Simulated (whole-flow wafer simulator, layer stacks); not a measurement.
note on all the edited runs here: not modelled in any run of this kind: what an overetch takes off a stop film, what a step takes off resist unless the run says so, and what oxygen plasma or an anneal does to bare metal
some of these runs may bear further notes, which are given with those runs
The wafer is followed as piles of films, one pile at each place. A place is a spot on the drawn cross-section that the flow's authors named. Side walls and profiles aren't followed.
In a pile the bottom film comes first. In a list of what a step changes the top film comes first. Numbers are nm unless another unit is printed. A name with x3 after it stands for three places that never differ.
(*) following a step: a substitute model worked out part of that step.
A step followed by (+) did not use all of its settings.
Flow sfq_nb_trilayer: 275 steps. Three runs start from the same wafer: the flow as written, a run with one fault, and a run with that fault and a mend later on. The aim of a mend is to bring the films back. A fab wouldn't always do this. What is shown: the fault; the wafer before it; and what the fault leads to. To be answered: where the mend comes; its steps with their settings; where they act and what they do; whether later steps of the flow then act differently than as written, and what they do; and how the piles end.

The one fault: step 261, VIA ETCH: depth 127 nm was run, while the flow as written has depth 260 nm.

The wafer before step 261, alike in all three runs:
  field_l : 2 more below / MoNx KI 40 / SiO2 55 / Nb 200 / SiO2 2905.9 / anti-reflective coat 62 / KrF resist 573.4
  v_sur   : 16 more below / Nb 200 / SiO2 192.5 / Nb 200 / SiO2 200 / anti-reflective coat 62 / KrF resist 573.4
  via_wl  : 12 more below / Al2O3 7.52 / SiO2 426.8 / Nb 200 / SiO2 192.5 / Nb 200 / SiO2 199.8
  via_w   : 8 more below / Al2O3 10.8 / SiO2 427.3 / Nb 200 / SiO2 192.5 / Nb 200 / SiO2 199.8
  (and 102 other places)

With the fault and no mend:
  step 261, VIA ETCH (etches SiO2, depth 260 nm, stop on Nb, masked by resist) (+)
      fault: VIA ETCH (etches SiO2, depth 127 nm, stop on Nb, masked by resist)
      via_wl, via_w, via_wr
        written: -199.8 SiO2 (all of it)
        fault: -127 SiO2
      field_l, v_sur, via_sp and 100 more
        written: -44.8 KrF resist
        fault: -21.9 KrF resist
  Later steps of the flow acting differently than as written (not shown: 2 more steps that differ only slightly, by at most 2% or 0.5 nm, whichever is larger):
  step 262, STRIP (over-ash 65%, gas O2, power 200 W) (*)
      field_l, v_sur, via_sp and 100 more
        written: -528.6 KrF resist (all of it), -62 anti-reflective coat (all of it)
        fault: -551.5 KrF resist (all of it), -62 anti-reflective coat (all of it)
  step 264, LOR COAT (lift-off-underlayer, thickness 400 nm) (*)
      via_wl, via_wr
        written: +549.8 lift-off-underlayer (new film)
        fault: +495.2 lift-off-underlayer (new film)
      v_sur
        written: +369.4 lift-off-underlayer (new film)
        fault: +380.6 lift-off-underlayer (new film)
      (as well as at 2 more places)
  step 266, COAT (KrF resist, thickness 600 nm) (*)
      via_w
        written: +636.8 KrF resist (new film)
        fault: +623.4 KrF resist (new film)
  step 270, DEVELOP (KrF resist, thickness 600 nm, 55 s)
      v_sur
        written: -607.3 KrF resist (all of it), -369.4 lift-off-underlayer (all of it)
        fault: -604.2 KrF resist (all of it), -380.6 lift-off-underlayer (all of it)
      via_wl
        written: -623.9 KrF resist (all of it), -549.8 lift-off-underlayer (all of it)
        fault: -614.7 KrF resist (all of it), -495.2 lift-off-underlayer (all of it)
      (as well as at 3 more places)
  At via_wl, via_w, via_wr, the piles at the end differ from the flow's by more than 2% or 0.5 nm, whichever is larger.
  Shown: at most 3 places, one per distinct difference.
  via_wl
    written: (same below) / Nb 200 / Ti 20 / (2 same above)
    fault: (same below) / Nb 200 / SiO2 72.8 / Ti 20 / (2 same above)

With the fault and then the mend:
  The mend stands after step 261.
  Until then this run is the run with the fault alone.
  step 261a, VIA ETCH (etches SiO2, depth 133 nm, stop on Nb, masked by resist) (+) (the flow's step 261 again, with other settings)
      field_l, v_sur, via_sp and 100 more
        -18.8 KrF resist
      via_wl, via_w, via_wr
        -72.8 SiO2 (all of it)
  Later steps of the flow that are run all act as written at every place that is followed, up to a difference of at most 2% or 0.5 nm, whichever is larger.
  At every place that both follow, the piles at the end match the flow's.
